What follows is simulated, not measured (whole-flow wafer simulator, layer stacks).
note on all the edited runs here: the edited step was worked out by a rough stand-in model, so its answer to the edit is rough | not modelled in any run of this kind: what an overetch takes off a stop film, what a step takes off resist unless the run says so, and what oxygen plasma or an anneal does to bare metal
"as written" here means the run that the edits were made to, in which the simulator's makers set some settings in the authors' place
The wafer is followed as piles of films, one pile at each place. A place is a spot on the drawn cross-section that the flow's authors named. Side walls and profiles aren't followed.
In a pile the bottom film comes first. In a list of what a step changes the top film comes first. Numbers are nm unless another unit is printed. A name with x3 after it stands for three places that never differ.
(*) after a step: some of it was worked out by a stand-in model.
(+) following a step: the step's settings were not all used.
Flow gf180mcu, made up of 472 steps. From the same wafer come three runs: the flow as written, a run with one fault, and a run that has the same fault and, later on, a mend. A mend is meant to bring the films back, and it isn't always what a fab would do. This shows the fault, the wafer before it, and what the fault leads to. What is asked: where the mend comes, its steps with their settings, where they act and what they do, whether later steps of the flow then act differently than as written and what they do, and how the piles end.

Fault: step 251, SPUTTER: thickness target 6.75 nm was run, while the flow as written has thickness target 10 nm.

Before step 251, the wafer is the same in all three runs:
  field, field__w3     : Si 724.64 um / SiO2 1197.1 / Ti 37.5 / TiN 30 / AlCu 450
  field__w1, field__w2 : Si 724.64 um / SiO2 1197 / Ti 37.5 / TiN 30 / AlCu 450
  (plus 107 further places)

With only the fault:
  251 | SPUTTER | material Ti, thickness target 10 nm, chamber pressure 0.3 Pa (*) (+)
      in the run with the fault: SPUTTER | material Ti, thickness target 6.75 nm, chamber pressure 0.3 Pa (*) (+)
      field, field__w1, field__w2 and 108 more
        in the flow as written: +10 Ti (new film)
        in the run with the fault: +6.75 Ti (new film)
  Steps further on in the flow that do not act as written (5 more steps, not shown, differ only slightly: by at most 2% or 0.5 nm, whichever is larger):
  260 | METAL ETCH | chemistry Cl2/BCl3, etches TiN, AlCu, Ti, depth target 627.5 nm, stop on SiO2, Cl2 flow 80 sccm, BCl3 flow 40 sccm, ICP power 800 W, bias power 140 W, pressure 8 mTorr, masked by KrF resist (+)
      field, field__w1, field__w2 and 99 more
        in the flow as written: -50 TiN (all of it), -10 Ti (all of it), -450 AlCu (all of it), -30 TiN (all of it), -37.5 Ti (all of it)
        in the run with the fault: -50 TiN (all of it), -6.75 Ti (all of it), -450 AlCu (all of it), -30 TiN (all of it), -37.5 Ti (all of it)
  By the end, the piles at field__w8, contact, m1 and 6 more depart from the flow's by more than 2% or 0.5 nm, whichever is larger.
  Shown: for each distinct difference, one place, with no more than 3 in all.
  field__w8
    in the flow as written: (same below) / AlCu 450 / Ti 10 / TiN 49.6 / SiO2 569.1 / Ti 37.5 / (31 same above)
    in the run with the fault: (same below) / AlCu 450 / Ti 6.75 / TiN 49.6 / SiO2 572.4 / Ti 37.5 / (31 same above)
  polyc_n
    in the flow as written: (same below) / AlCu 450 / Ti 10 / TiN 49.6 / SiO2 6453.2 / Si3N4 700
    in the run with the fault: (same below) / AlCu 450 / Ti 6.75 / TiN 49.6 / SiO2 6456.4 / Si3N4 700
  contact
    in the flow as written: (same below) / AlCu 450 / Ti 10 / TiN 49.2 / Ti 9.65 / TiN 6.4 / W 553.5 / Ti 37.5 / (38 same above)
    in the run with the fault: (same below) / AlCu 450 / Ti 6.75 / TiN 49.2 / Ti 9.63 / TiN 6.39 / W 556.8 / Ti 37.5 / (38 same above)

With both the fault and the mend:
  After step 251 comes the mend.
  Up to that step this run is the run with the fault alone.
  251a | SPUTTER | material Ti, thickness target 3.25 nm, chamber pressure 0.3 Pa (*) (+) (the flow's step 251, run once more with other settings)
      field, field__w1, field__w2 and 108 more
        +3.25 Ti
  Every later step of the flow that is run acts as written at every place that is followed.
  The piles end the same as the flow's at every place that both follow.
